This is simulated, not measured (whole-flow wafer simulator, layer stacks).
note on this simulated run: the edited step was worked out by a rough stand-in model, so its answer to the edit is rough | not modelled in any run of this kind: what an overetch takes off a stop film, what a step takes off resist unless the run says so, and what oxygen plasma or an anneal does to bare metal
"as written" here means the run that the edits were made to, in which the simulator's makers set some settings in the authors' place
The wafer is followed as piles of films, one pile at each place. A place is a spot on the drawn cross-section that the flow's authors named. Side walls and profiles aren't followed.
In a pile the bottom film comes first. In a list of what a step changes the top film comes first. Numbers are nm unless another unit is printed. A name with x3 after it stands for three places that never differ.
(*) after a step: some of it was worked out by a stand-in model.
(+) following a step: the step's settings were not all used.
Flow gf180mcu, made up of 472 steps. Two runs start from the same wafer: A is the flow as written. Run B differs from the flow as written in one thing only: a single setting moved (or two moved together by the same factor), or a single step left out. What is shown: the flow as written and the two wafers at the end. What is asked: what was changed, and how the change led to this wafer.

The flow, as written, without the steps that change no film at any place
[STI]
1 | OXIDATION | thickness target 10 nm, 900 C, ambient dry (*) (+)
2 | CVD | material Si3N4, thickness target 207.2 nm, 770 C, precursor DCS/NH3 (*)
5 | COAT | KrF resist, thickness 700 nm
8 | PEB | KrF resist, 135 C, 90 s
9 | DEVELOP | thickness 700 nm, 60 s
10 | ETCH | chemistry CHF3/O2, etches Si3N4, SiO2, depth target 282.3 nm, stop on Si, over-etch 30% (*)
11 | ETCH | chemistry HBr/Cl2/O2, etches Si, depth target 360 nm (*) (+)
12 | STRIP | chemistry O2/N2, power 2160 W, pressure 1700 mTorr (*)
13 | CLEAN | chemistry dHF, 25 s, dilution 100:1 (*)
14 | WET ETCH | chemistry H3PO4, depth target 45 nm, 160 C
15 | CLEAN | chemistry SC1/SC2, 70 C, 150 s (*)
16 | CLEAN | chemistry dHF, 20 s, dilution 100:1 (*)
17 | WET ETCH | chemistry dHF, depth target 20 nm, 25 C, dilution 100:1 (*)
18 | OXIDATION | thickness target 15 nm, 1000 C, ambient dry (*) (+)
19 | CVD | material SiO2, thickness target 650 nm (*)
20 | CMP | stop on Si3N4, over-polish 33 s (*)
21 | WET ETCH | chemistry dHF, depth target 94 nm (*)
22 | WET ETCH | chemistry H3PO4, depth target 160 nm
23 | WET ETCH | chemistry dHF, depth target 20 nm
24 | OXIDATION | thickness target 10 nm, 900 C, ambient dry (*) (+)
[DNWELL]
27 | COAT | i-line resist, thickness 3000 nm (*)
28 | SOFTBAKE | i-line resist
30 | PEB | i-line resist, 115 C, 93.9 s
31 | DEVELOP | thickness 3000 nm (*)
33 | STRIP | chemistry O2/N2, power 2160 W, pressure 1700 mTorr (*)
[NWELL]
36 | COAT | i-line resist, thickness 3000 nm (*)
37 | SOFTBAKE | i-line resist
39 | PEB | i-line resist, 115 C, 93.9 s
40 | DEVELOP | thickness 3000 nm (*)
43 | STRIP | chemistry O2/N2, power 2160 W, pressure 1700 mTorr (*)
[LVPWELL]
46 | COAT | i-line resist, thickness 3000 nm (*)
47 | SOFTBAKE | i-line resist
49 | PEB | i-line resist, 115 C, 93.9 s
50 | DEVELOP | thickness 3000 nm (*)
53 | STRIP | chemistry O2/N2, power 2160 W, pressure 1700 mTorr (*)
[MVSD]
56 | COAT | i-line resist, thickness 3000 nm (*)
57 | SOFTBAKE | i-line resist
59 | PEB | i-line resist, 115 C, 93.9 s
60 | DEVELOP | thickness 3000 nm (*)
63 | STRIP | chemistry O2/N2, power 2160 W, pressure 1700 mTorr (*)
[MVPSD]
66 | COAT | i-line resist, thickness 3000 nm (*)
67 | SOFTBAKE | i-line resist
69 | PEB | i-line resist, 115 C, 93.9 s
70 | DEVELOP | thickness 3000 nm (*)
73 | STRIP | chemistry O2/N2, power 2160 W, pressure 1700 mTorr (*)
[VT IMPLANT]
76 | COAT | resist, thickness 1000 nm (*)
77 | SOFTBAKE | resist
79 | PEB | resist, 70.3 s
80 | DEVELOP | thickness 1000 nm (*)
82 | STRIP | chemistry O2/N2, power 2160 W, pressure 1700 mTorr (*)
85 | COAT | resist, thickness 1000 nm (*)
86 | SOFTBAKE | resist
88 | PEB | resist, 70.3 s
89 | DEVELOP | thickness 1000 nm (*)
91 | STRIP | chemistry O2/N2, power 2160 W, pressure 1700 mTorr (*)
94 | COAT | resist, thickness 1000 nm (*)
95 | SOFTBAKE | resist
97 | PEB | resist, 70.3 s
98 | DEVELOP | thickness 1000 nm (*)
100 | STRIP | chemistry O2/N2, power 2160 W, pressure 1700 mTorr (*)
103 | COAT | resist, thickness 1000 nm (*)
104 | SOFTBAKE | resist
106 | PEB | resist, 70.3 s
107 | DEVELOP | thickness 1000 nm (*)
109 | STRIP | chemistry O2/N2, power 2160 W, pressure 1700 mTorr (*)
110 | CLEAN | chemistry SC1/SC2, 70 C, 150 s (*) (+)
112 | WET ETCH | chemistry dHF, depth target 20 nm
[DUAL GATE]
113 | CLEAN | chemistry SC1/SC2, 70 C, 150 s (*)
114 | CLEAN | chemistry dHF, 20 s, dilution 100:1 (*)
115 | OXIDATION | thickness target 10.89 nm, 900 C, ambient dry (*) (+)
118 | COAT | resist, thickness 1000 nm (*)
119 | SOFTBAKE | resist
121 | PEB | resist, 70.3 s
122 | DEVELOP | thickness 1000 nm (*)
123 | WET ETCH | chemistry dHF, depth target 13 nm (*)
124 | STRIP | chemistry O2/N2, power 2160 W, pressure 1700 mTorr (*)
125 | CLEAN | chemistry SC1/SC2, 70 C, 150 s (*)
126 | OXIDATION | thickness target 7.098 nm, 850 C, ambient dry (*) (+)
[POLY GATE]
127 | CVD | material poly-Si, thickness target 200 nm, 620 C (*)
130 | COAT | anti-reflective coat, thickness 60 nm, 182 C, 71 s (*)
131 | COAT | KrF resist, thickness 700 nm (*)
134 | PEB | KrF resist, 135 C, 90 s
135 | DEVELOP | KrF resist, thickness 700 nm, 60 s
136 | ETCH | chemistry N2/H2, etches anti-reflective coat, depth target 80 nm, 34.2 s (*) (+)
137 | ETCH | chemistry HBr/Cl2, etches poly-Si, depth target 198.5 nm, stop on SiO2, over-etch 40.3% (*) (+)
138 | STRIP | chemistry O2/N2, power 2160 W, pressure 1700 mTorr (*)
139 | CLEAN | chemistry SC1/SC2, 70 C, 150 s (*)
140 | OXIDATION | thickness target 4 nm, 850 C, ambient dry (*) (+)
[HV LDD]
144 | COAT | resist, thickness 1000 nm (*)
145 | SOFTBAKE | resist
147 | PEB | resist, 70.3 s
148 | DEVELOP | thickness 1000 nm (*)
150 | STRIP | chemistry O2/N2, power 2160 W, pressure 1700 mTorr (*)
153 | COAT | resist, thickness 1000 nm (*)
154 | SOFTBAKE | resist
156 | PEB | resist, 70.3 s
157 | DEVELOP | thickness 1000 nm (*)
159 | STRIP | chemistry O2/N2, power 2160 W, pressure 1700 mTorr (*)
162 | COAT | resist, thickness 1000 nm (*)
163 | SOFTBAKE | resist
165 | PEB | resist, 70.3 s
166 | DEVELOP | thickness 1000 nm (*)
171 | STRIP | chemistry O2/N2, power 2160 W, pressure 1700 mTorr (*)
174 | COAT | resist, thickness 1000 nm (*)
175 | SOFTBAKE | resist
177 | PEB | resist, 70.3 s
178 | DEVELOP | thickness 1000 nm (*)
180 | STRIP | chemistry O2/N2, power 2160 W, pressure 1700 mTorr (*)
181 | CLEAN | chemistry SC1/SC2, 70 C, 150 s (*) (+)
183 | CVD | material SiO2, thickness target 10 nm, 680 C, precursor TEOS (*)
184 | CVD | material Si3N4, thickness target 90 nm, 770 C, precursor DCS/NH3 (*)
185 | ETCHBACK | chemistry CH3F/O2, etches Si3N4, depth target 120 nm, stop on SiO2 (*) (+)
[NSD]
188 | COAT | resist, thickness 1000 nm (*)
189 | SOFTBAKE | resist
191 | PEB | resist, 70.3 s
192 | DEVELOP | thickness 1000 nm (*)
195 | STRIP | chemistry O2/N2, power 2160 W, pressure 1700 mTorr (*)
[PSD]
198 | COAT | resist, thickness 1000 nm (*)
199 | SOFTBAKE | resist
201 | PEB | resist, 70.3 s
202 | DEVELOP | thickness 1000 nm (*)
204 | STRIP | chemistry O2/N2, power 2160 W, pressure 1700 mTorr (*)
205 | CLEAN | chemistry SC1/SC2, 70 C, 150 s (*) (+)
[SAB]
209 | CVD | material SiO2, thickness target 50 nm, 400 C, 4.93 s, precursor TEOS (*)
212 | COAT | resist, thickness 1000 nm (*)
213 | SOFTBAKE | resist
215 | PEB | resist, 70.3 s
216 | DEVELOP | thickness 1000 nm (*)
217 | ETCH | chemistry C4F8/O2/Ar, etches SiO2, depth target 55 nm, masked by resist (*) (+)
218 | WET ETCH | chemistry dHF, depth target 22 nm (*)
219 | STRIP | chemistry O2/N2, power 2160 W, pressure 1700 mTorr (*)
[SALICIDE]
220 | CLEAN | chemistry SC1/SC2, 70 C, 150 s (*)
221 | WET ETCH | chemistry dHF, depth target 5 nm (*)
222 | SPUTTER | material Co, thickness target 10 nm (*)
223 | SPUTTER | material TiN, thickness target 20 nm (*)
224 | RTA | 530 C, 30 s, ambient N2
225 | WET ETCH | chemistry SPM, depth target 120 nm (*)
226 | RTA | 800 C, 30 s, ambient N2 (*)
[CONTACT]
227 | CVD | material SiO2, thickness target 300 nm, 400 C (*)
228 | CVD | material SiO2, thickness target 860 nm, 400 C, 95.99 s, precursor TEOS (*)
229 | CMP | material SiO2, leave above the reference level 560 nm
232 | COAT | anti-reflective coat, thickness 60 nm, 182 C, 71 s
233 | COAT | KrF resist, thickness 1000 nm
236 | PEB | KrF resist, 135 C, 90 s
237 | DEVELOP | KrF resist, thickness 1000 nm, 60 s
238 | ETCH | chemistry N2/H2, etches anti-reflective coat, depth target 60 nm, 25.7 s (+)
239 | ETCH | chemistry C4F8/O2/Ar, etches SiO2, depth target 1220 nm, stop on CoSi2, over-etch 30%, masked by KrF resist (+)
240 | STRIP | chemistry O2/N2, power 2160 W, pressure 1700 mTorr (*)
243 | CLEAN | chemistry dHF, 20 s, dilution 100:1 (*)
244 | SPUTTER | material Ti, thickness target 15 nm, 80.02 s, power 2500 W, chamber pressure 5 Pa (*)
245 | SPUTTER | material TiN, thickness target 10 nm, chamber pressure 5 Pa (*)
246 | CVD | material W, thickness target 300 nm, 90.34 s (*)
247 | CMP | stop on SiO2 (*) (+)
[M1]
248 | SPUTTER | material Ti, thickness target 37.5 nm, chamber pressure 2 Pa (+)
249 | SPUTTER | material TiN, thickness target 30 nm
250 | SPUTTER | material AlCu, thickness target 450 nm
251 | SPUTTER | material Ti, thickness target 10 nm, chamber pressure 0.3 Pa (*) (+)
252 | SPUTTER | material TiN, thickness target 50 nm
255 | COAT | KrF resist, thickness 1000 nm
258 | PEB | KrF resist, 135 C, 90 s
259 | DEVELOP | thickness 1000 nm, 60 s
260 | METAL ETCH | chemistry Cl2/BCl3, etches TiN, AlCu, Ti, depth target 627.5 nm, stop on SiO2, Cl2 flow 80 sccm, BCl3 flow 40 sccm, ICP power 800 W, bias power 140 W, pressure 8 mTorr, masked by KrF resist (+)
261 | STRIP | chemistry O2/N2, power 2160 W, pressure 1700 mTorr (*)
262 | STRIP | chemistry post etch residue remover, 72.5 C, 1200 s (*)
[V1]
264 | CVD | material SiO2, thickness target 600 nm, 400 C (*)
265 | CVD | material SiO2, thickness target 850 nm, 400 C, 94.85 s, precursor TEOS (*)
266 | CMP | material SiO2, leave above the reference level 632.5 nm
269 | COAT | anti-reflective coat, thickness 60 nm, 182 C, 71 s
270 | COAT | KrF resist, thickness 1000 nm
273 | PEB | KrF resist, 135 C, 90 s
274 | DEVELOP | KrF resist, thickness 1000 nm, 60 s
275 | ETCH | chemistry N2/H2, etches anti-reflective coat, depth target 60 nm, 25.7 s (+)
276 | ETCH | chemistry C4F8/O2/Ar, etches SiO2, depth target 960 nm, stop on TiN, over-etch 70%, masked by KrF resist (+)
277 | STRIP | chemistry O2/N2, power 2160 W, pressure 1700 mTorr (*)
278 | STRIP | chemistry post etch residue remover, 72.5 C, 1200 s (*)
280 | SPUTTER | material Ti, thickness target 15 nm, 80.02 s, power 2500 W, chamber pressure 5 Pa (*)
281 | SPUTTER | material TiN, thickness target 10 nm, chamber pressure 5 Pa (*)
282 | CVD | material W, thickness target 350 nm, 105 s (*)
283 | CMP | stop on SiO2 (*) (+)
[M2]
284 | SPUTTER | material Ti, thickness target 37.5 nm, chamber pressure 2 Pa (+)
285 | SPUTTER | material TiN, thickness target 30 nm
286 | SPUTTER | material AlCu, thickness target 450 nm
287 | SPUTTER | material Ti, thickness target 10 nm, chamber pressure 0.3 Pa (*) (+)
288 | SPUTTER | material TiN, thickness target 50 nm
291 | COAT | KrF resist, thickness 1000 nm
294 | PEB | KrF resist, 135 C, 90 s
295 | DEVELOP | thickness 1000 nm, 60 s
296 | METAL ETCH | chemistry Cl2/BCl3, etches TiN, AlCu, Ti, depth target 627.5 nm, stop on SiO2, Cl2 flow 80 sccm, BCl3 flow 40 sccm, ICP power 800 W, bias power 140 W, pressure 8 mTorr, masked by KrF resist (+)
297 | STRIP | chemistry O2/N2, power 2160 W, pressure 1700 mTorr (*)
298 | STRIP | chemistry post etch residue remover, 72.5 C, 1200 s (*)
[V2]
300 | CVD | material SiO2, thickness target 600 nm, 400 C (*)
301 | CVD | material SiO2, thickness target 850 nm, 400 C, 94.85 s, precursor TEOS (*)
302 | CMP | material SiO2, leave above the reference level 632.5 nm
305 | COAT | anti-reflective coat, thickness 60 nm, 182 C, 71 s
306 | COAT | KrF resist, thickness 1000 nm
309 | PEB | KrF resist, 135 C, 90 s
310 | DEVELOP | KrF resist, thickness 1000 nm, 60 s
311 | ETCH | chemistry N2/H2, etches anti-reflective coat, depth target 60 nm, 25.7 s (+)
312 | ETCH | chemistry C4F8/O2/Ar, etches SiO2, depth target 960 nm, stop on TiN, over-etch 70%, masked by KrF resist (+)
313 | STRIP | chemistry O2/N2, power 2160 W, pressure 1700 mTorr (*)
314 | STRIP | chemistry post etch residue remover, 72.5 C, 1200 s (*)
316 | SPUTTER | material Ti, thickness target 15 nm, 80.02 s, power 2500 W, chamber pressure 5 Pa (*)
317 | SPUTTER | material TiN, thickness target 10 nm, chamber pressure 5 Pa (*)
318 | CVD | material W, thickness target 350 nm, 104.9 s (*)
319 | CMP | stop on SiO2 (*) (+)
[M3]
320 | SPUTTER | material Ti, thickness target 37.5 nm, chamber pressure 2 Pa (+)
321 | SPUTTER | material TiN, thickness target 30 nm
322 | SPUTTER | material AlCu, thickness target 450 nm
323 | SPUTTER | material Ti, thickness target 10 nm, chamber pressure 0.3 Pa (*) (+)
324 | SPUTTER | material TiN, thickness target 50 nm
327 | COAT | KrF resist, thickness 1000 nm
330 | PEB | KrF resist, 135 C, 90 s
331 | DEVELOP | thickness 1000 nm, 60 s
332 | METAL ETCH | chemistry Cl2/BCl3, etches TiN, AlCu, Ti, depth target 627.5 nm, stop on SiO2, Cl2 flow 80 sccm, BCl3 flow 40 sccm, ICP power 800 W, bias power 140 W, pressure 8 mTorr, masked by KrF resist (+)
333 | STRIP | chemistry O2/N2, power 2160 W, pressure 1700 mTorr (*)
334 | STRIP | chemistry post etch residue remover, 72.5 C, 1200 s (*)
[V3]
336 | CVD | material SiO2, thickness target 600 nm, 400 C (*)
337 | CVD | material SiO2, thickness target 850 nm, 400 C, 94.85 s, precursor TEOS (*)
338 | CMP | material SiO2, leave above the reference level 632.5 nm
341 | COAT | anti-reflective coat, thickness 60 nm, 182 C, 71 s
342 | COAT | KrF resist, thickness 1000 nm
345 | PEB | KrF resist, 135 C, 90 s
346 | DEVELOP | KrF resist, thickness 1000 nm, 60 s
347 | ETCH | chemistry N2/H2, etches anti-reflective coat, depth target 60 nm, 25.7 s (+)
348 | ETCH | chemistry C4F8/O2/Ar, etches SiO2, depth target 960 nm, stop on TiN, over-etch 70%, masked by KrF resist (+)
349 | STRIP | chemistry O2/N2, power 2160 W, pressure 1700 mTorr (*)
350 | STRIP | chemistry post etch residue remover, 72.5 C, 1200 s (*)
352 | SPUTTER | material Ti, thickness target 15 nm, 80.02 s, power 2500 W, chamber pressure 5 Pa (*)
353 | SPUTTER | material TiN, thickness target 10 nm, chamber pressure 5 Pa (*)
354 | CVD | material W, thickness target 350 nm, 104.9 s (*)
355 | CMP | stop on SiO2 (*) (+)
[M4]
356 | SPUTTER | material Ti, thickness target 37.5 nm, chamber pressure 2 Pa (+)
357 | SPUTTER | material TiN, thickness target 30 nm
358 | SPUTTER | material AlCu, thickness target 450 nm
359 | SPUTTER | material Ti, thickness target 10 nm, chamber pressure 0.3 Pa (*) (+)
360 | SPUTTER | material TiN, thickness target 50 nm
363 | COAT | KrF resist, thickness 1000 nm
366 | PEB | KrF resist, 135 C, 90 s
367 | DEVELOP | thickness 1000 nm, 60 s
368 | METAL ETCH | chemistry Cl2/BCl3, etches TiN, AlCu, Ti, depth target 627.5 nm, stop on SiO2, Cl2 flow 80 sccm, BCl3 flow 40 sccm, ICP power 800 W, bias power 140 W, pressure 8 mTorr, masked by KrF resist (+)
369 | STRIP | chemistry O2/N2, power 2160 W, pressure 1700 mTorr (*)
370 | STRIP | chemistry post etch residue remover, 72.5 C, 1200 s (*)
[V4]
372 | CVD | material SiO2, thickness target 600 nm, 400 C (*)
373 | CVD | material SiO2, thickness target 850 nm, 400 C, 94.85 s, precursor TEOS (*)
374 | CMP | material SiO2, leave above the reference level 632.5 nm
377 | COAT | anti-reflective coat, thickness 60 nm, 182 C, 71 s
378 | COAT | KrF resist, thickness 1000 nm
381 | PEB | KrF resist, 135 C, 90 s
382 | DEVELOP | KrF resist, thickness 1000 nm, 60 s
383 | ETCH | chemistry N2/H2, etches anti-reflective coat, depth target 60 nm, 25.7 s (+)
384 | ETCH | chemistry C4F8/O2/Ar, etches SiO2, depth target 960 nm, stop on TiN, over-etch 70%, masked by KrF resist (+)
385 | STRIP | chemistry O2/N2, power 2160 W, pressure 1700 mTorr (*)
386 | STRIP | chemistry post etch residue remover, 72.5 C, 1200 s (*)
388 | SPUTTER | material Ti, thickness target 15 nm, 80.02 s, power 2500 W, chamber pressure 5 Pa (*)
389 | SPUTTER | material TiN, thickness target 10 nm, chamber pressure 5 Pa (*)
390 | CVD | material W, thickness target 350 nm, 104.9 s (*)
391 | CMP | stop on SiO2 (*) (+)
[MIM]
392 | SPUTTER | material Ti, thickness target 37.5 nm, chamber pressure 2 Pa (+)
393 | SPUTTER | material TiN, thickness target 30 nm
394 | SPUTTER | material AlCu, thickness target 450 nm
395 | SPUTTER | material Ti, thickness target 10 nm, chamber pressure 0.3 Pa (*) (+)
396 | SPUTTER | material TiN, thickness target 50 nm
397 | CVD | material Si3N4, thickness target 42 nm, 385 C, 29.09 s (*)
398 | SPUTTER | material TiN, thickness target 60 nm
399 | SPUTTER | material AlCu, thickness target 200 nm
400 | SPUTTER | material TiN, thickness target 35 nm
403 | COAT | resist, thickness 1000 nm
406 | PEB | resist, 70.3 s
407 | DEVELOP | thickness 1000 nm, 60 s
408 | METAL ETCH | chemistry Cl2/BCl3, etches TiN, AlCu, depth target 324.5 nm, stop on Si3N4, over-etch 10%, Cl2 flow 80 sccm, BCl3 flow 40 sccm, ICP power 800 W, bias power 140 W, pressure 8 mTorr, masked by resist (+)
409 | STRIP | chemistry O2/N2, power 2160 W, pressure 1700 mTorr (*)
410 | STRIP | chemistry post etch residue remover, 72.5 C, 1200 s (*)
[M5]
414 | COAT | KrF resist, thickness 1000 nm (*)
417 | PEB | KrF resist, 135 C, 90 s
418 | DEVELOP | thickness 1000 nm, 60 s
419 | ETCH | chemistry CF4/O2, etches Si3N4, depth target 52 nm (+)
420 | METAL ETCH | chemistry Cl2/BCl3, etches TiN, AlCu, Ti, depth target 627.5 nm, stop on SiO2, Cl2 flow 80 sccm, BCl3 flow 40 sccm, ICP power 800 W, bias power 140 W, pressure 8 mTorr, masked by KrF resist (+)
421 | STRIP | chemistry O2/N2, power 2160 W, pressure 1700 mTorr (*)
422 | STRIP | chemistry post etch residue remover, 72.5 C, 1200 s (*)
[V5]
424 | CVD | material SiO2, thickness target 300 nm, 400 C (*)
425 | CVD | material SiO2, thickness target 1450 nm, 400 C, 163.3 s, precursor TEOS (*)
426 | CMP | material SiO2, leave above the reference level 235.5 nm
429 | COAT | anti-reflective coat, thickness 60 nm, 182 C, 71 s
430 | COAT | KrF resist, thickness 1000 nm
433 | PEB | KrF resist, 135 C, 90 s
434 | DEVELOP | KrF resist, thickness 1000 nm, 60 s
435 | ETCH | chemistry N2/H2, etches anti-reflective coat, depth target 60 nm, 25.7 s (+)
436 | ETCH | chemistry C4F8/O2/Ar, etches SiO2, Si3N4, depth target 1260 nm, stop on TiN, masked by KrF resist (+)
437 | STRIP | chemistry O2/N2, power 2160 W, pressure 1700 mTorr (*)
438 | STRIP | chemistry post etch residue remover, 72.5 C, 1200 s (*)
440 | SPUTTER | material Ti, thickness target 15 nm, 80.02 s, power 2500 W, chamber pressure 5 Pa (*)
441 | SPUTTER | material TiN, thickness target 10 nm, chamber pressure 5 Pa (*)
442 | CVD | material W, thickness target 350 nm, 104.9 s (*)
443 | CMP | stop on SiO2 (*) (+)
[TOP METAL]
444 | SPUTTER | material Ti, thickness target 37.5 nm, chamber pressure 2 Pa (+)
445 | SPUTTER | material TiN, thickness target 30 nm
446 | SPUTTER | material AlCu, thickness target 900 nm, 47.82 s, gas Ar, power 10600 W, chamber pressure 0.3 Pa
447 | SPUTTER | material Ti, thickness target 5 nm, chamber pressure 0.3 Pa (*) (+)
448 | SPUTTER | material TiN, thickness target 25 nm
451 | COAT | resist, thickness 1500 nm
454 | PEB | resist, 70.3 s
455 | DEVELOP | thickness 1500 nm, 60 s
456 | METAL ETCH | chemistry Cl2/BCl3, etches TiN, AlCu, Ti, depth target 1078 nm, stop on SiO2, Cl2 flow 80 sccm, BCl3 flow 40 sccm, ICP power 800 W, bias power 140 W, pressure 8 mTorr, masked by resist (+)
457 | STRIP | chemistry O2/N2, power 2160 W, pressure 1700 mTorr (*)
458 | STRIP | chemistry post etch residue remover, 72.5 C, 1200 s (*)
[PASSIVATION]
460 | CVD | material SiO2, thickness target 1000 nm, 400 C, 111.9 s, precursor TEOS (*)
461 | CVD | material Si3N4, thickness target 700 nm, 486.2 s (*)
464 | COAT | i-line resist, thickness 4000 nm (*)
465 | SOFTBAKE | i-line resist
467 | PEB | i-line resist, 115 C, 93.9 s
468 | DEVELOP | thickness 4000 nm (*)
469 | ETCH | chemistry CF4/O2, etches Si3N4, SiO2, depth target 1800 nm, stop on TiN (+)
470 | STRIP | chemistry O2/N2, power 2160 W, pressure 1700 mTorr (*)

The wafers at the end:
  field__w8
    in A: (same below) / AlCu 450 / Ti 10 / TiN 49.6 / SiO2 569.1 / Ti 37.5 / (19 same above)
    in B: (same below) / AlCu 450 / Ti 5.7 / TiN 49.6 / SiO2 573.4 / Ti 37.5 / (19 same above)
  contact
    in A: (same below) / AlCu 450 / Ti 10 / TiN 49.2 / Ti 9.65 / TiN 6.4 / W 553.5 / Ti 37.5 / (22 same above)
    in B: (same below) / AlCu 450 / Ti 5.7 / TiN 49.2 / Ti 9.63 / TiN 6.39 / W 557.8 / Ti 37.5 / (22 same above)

What caused this: step 323, SPUTTER: thickness target 5.7 nm was run, while the flow as written has thickness target 10 nm.
The wafer itself shows it: field__w8 has Ti 5.7, and step 323 as written asks for 10 nm.

Step by step, how the change led to this:
  323 | SPUTTER | material Ti, thickness target 10 nm, chamber pressure 0.3 Pa (*) (+)
      field, field__w1, field__w2 and 108 more: A +10 Ti (new film) | B +5.7 Ti (new film)
  332 | METAL ETCH | chemistry Cl2/BCl3, etches TiN, AlCu, Ti, depth target 627.5 nm, stop on SiO2, Cl2 flow 80 sccm, BCl3 flow 40 sccm, ICP power 800 W, bias power 140 W, pressure 8 mTorr, masked by KrF resist (+)
      field, field__w1, field__w2 and 103 more: A -50 TiN (all of it), -10 Ti (all of it), -450 AlCu (all of it), -30 TiN (all of it), -37.5 Ti (all of it) | B -50 TiN (all of it), -5.7 Ti (all of it), -450 AlCu (all of it), -30 TiN (all of it), -37.5 Ti (all of it)
